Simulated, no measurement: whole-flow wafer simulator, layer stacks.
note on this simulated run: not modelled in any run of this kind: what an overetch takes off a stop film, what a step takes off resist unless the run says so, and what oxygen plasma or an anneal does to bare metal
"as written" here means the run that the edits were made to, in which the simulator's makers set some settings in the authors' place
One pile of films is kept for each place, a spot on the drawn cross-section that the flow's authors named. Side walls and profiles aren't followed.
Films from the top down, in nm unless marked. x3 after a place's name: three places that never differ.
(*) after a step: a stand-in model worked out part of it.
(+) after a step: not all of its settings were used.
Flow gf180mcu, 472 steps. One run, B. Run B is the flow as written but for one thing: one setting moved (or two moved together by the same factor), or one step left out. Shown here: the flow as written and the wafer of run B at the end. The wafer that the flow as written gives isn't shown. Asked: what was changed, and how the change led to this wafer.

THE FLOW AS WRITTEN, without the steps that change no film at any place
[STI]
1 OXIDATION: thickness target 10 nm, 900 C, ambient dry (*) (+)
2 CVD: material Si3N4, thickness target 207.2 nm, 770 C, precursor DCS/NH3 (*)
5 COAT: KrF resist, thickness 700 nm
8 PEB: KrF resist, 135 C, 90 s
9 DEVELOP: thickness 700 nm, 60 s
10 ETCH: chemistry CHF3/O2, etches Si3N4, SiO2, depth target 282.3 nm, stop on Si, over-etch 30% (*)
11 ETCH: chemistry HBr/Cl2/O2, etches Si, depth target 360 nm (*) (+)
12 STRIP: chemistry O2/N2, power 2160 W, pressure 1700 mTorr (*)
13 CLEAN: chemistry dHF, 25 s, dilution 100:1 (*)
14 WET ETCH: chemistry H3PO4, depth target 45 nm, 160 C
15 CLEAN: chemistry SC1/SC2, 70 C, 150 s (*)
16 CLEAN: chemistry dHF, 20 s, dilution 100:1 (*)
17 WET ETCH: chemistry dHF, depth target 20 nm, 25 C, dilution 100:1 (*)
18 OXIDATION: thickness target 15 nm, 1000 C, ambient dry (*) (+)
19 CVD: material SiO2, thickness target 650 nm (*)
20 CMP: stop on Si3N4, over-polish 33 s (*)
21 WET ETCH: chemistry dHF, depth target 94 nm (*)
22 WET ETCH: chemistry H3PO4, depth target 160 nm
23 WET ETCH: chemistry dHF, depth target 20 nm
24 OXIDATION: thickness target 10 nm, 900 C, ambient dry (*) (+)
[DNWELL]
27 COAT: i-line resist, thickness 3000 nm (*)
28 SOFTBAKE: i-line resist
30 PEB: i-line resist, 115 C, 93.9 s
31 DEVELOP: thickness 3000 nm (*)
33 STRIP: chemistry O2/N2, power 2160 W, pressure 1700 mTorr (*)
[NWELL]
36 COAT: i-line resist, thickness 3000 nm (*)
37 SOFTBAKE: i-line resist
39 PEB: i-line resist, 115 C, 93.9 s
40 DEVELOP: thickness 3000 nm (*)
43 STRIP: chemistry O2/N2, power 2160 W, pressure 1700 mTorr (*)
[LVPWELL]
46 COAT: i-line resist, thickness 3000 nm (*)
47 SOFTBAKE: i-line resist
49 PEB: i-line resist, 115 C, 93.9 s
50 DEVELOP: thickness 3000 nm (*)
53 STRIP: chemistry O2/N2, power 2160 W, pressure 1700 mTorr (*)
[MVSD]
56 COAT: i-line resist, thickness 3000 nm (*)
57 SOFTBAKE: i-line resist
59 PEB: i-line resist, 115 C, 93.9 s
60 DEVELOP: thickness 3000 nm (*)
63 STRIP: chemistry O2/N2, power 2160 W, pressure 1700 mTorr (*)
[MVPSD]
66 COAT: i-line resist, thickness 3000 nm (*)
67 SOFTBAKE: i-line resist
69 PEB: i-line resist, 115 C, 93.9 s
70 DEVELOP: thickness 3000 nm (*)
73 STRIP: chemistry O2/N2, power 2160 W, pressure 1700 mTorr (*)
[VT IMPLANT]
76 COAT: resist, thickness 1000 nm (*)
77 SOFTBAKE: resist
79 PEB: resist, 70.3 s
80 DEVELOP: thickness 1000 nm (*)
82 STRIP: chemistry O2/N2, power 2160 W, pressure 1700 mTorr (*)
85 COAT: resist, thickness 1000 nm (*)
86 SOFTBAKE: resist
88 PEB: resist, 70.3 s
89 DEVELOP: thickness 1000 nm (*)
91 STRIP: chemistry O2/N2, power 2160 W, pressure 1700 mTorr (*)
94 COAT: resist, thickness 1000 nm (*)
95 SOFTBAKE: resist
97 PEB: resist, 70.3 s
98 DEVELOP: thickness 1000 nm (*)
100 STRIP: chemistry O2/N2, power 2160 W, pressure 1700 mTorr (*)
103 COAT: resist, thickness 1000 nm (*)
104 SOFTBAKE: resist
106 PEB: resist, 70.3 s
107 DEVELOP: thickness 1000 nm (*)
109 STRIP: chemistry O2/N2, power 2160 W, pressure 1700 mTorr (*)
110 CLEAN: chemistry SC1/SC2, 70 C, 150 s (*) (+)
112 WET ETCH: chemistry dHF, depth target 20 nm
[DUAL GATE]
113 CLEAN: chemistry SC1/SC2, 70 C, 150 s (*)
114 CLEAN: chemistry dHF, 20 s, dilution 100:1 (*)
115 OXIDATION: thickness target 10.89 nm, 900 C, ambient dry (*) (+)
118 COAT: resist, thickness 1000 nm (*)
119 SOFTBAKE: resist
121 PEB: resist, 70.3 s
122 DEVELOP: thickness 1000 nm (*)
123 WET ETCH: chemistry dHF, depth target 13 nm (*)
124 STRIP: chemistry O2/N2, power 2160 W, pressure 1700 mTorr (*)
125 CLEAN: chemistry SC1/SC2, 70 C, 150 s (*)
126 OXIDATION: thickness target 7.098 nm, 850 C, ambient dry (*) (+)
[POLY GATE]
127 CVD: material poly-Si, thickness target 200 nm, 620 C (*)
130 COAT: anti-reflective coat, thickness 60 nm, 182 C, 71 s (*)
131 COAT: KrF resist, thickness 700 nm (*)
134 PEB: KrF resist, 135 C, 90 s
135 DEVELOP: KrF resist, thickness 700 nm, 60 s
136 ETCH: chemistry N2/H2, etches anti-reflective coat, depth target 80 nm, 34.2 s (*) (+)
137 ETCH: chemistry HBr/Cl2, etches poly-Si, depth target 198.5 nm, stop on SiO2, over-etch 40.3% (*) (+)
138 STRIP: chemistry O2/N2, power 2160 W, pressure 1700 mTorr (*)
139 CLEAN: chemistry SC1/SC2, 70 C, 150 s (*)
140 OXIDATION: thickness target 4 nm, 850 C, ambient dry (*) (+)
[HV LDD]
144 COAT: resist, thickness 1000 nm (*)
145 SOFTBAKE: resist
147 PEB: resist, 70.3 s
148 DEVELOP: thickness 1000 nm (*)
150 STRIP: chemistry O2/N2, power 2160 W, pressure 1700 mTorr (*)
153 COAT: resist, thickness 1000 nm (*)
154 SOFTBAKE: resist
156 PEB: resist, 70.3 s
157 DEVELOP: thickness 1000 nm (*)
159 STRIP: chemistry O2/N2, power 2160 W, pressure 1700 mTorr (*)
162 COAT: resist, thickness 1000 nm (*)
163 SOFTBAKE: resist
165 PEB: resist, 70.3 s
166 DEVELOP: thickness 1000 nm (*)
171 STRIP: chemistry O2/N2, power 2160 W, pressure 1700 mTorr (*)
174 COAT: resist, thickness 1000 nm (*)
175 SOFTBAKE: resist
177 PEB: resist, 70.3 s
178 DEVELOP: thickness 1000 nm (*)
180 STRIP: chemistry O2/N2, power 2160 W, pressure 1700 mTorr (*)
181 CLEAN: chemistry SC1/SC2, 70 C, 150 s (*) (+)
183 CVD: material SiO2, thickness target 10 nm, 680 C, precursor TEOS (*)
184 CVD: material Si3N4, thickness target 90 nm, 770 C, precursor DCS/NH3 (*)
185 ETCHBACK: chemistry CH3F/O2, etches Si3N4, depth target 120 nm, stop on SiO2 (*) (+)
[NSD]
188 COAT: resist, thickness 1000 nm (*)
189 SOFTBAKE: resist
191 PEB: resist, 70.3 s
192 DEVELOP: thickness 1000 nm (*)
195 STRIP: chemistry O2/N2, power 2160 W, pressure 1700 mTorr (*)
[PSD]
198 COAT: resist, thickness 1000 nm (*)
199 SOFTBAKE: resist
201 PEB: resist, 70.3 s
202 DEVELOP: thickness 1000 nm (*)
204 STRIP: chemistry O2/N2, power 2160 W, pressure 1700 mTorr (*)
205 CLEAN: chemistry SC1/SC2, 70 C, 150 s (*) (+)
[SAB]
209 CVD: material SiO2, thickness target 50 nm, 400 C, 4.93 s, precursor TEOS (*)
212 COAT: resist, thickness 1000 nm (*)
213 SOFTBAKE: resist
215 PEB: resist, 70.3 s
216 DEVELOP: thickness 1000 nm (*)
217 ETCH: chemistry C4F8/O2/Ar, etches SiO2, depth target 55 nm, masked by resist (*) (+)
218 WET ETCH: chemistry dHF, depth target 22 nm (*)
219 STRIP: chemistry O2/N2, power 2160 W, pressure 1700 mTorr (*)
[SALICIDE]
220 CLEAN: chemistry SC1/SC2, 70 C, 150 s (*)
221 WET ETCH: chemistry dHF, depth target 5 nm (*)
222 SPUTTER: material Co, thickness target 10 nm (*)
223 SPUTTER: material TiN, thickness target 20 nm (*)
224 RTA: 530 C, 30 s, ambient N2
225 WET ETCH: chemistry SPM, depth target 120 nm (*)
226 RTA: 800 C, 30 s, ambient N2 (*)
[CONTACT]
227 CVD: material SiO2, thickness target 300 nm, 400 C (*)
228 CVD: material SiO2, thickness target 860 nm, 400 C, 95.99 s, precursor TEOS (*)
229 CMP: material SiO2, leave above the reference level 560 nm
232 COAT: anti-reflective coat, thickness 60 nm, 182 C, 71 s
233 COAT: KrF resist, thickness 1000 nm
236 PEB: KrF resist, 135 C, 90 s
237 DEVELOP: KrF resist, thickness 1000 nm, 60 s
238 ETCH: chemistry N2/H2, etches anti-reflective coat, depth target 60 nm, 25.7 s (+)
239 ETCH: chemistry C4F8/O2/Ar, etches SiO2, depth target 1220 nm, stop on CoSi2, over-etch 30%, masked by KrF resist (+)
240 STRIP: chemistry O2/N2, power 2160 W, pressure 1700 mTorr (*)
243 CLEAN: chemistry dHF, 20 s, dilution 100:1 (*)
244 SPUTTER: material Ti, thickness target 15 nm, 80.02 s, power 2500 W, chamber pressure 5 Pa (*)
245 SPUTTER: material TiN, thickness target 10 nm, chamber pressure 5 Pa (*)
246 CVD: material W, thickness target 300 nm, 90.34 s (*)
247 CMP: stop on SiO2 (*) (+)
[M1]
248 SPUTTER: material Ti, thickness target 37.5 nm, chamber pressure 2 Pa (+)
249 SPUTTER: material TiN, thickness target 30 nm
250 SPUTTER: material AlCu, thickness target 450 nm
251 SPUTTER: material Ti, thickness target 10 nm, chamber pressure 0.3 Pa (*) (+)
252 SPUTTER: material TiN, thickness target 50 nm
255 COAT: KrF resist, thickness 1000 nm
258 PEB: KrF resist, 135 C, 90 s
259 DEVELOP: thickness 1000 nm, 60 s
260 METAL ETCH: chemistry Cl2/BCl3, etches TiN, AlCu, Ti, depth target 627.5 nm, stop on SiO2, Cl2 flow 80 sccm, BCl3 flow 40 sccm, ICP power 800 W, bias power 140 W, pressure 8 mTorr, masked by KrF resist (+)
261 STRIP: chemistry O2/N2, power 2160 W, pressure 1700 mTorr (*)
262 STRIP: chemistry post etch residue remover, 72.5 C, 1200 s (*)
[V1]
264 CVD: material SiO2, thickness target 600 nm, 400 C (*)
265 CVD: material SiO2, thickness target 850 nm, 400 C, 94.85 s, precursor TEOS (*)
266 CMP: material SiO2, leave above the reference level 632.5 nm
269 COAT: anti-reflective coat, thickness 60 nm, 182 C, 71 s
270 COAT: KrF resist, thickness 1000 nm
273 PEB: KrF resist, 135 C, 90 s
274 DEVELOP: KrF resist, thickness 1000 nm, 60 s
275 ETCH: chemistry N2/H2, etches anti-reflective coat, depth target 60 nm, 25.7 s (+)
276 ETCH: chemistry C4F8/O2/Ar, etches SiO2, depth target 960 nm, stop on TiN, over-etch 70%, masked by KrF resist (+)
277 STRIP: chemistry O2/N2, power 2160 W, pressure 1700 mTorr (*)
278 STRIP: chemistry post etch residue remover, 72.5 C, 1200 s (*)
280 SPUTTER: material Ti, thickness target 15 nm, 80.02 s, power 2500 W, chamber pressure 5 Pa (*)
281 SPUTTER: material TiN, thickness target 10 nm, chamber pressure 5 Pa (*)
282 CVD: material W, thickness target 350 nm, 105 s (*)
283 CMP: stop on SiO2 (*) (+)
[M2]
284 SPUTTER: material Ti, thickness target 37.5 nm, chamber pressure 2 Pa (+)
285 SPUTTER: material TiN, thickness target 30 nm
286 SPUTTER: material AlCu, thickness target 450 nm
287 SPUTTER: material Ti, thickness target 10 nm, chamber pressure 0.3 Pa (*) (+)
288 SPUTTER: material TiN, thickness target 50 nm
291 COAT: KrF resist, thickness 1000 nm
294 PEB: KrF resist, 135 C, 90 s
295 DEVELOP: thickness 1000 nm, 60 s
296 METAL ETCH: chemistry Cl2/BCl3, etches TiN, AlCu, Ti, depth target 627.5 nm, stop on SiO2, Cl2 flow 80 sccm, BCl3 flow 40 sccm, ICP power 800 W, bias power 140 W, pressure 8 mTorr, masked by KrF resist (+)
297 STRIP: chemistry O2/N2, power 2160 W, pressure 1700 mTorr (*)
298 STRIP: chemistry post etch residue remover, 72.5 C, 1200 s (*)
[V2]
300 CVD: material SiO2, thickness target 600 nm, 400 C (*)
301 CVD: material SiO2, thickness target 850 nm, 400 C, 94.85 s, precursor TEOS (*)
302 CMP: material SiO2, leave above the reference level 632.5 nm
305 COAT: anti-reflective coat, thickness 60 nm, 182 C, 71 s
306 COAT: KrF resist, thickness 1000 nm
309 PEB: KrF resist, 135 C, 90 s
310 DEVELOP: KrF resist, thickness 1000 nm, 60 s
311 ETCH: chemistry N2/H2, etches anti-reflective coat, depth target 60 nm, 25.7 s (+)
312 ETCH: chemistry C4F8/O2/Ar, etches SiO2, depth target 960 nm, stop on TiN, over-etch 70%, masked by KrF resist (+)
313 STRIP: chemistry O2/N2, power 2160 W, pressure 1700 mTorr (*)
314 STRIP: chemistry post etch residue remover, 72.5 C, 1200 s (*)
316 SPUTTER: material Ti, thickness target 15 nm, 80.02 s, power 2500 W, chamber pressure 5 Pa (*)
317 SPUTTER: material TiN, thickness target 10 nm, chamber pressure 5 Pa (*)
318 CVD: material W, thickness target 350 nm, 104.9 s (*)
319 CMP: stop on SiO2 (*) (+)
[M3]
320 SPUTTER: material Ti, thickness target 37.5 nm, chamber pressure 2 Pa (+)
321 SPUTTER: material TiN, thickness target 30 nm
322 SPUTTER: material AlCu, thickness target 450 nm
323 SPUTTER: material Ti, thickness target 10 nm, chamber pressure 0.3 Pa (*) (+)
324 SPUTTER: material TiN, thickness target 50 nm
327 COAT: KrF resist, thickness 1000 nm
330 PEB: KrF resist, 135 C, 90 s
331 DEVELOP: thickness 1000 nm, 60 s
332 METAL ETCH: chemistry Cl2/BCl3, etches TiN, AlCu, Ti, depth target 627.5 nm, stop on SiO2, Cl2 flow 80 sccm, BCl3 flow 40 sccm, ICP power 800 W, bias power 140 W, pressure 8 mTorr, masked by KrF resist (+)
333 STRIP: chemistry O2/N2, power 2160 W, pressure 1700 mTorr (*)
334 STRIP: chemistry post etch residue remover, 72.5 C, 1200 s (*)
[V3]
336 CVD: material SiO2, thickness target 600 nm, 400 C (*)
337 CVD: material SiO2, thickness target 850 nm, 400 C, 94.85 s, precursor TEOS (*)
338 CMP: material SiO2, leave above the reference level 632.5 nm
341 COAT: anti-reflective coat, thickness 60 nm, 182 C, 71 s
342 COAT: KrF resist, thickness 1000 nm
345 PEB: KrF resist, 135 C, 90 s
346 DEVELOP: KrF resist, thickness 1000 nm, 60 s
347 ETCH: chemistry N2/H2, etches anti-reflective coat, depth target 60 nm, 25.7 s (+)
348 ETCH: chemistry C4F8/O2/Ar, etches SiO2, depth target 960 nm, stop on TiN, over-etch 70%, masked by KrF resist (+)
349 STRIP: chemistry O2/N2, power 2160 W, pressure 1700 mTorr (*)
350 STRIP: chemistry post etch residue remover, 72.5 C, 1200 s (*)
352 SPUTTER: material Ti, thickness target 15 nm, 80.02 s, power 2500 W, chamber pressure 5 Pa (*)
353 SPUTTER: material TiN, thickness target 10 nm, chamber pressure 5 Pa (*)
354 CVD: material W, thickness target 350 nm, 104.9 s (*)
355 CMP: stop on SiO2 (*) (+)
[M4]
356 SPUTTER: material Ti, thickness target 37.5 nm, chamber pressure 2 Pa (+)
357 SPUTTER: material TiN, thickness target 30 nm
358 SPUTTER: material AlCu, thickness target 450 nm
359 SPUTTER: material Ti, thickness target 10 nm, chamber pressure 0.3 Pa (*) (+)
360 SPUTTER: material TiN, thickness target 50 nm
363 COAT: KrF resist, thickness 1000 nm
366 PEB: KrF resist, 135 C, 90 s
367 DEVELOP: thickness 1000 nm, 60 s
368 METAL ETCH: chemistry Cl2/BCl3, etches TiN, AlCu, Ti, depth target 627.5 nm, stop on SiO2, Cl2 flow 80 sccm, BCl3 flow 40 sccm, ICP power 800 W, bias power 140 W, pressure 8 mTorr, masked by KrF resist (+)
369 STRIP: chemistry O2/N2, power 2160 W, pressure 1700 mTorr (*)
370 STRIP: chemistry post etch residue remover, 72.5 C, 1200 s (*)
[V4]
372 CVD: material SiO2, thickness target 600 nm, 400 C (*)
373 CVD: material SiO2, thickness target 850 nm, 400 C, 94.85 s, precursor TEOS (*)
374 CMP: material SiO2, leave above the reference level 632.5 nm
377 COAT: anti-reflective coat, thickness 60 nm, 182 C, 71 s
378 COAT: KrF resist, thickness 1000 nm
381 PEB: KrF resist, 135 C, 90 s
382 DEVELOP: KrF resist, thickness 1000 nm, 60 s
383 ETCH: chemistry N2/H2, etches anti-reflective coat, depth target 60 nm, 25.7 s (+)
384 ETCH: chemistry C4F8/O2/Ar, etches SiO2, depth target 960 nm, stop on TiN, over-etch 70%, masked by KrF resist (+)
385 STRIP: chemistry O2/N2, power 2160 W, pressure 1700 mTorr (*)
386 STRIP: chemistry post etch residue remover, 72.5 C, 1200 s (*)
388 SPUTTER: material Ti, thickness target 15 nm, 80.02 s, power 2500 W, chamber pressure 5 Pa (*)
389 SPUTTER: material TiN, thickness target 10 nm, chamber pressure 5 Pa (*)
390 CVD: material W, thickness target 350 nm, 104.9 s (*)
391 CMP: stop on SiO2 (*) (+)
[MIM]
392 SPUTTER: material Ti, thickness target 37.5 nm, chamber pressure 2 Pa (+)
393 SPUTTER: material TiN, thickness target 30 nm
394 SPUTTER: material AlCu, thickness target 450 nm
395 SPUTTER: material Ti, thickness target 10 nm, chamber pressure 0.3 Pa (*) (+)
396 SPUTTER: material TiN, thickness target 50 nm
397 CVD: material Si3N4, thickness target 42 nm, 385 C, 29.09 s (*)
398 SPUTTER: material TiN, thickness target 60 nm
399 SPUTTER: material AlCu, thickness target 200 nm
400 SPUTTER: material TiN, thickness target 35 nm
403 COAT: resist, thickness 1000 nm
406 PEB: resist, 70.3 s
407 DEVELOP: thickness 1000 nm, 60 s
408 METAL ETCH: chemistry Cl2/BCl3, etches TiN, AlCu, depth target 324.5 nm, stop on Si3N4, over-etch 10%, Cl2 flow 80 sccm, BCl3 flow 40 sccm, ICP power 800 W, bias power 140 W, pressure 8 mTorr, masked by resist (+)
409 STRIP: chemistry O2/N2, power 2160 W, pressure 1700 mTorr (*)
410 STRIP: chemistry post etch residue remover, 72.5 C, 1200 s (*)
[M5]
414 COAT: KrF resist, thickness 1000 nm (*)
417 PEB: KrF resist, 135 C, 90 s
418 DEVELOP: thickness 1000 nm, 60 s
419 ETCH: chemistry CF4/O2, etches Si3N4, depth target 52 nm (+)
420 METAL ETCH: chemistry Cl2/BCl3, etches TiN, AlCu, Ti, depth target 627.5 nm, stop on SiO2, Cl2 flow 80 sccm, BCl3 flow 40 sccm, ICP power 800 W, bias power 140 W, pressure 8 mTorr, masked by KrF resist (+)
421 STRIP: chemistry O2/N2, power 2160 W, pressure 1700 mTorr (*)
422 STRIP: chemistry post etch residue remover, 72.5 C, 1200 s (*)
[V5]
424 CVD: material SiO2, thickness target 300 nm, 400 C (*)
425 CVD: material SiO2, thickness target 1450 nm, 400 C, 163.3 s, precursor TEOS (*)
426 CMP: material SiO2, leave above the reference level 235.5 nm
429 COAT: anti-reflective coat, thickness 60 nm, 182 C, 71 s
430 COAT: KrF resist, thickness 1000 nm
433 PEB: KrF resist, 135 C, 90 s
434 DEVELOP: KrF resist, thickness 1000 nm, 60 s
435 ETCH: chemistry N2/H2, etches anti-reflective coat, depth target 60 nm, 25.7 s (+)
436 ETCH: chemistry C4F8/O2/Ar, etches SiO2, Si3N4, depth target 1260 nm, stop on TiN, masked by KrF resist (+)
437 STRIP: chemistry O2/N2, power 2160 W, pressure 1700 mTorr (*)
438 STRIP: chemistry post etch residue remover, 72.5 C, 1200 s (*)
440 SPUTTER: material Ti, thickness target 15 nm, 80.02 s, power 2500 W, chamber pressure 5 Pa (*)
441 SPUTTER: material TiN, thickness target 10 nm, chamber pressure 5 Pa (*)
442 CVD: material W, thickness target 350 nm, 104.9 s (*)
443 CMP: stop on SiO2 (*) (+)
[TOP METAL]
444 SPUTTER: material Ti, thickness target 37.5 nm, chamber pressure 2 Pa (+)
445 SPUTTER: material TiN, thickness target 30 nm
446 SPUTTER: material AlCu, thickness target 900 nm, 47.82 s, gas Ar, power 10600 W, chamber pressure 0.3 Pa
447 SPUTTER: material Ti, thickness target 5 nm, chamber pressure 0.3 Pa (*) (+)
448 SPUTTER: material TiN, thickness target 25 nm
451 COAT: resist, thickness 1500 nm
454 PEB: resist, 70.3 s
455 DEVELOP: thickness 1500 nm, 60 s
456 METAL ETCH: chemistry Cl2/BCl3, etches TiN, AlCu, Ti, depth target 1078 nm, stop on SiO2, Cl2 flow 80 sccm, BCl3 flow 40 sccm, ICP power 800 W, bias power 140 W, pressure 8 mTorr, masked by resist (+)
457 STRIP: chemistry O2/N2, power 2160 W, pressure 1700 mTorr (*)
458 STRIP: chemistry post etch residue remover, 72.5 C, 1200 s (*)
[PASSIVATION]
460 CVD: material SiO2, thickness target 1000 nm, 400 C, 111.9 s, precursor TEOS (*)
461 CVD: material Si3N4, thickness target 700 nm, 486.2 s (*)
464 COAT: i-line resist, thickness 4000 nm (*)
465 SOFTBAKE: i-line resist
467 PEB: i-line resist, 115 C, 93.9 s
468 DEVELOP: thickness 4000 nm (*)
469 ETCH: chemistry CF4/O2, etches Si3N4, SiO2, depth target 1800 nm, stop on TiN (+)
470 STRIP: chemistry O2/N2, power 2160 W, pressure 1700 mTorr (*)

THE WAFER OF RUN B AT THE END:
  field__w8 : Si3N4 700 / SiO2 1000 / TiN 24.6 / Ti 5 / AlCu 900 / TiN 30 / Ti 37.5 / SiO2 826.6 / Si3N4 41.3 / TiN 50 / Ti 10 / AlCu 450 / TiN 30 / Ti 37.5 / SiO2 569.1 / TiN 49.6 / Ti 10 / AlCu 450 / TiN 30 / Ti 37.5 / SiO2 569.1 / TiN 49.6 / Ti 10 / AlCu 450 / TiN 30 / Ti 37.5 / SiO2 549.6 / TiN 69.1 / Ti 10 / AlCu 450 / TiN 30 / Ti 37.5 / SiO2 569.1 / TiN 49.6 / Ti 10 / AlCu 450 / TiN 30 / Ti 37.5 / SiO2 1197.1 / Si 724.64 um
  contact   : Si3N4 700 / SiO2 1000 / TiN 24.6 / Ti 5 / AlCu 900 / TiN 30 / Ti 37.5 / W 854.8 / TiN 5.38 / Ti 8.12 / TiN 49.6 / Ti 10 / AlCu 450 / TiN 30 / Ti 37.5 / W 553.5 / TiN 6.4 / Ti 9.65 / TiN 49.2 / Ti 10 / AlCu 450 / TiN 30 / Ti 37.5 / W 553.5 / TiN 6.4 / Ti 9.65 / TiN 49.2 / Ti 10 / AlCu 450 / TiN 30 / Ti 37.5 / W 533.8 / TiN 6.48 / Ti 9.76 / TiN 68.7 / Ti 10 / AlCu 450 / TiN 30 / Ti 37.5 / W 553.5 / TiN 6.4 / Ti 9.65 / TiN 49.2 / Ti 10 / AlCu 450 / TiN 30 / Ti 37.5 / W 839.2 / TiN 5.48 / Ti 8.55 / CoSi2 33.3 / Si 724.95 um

The cause: step 288, SPUTTER: thickness target 69.5 nm was run, where the flow has thickness target 50 nm.

How the change led to this, step by step:
  288 SPUTTER: material TiN, thickness target 50 nm
      field, field__w1, field__w2 and 108 more: TiN +69.5 (new film) (as written it would be: TiN +50 (new film))
  296 METAL ETCH: chemistry Cl2/BCl3, etches TiN, AlCu, Ti, depth target 627.5 nm, stop on SiO2, Cl2 flow 80 sccm, BCl3 flow 40 sccm, ICP power 800 W, bias power 140 W, pressure 8 mTorr, masked by KrF resist (+)
      field, field__w1, field__w2 and 103 more: TiN -69.5 (all of it), Ti -10 (all of it), AlCu -450 (all of it), TiN -30 (all of it), Ti -37.5 (all of it) (as written it would be: TiN -50 (all of it), Ti -10 (all of it), AlCu -450 (all of it), TiN -30 (all of it), Ti -37.5 (all of it))
  302 CMP: material SiO2, leave above the reference level 632.5 nm
      field__w8, contact, m1, m1__w1, m1_nw: SiO2 -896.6 (as written it would be: SiO2 -877.1)
  312 ETCH: chemistry C4F8/O2/Ar, etches SiO2, depth target 960 nm, stop on TiN, over-etch 70%, masked by KrF resist (+)
      field, field__w1, field__w2 and 107 more: KrF resist -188 (as written it would be: KrF resist -192)
      contact: SiO2 -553 (all of it) (as written it would be: SiO2 -572.5 (all of it))
  318 CVD: material W, thickness target 350 nm, 104.9 s (*)
      contact: W +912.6 (new film) (as written it would be: W +932.3 (new film))
